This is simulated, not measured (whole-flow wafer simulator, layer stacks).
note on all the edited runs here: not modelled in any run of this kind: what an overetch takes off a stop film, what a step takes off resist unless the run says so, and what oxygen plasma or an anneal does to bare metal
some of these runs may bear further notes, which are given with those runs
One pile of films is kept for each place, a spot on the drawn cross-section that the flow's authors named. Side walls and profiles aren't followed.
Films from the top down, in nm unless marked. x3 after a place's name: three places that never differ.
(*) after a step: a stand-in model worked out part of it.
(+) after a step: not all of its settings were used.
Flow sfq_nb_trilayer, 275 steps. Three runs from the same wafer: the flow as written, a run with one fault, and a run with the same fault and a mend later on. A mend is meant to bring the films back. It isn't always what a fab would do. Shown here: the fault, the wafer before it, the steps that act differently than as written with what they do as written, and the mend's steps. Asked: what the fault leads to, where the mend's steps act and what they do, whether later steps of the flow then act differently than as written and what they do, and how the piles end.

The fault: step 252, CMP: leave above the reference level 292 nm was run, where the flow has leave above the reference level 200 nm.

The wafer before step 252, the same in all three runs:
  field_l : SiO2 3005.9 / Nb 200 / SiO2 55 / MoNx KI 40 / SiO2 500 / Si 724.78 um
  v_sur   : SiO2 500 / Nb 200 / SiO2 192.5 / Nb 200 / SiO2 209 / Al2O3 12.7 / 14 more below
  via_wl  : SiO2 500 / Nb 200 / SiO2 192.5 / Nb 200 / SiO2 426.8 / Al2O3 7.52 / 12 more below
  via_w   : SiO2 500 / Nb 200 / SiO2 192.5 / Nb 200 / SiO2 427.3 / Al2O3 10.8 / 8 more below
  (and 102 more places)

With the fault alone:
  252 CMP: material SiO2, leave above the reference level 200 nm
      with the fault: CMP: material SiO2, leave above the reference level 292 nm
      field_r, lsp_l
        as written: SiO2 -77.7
        with the fault: nothing
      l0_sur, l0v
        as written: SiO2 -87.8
        with the fault: nothing
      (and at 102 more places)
  Later steps of the flow that act differently than as written (6 more steps differ only slightly, by at most 2% or 0.5 nm, whichever is larger, and aren't shown):
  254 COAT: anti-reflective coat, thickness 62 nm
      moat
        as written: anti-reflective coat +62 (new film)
        with the fault: anti-reflective coat +60.7 (new film)
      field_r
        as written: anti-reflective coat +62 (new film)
        with the fault: anti-reflective coat +67.2 (new film)
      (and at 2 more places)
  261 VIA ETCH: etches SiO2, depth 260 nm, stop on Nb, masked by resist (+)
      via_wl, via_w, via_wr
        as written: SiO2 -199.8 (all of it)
        with the fault: SiO2 -260
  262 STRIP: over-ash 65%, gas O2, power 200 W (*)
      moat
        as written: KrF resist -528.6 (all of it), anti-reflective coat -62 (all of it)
        with the fault: KrF resist -527.8 (all of it), anti-reflective coat -60.7 (all of it)
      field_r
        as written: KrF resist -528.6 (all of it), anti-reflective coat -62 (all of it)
        with the fault: KrF resist -534.2 (all of it), anti-reflective coat -67.2 (all of it)
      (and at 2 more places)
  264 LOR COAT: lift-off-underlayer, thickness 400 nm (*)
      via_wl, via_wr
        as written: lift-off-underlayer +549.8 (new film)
        with the fault: lift-off-underlayer +594.8 (new film)
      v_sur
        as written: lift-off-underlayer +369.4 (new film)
        with the fault: lift-off-underlayer +360.2 (new film)
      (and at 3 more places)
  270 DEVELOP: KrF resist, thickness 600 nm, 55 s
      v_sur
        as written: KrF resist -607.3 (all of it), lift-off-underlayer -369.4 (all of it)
        with the fault: KrF resist -609.9 (all of it), lift-off-underlayer -360.2 (all of it)
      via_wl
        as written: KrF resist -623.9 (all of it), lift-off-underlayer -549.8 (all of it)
        with the fault: KrF resist -631.3 (all of it), lift-off-underlayer -594.8 (all of it)
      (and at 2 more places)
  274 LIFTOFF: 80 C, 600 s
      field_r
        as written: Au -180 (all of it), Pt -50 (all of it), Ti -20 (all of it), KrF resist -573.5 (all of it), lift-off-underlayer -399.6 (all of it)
        with the fault: Au -180 (all of it), Pt -50 (all of it), Ti -20 (all of it), KrF resist -575.2 (all of it), lift-off-underlayer -409 (all of it)
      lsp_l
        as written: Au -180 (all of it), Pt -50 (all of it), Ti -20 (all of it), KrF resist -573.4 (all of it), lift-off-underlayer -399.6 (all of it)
        with the fault: Au -180 (all of it), Pt -50 (all of it), Ti -20 (all of it), KrF resist -575.5 (all of it), lift-off-underlayer -408.4 (all of it)
  At the end the piles differ from the flow's by more than 2% or 0.5 nm, whichever is larger, at field_l, v_sur, via_wl and 103 more.
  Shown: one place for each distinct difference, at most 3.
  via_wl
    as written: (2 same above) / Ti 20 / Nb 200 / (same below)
    with the fault: (2 same above) / Ti 20 / SiO2 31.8 / Nb 200 / (same below)
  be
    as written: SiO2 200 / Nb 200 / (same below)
    with the fault: SiO2 292 / Nb 200 / (same below)
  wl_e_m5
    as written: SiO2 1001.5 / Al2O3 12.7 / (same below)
    with the fault: SiO2 1093.5 / Al2O3 12.7 / (same below)

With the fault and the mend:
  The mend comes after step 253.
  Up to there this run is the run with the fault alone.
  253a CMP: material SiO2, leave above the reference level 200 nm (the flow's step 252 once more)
      field_l, v_sur, via_wl and 99 more
        SiO2 -92
      field_r, lsp_l
        SiO2 -77.7
      l0_sur, l0v
        SiO2 -87.8
  No later step of the flow acts differently than as written at any place that is followed.
  At the end the piles are the same as the flow's at every place that both follow.
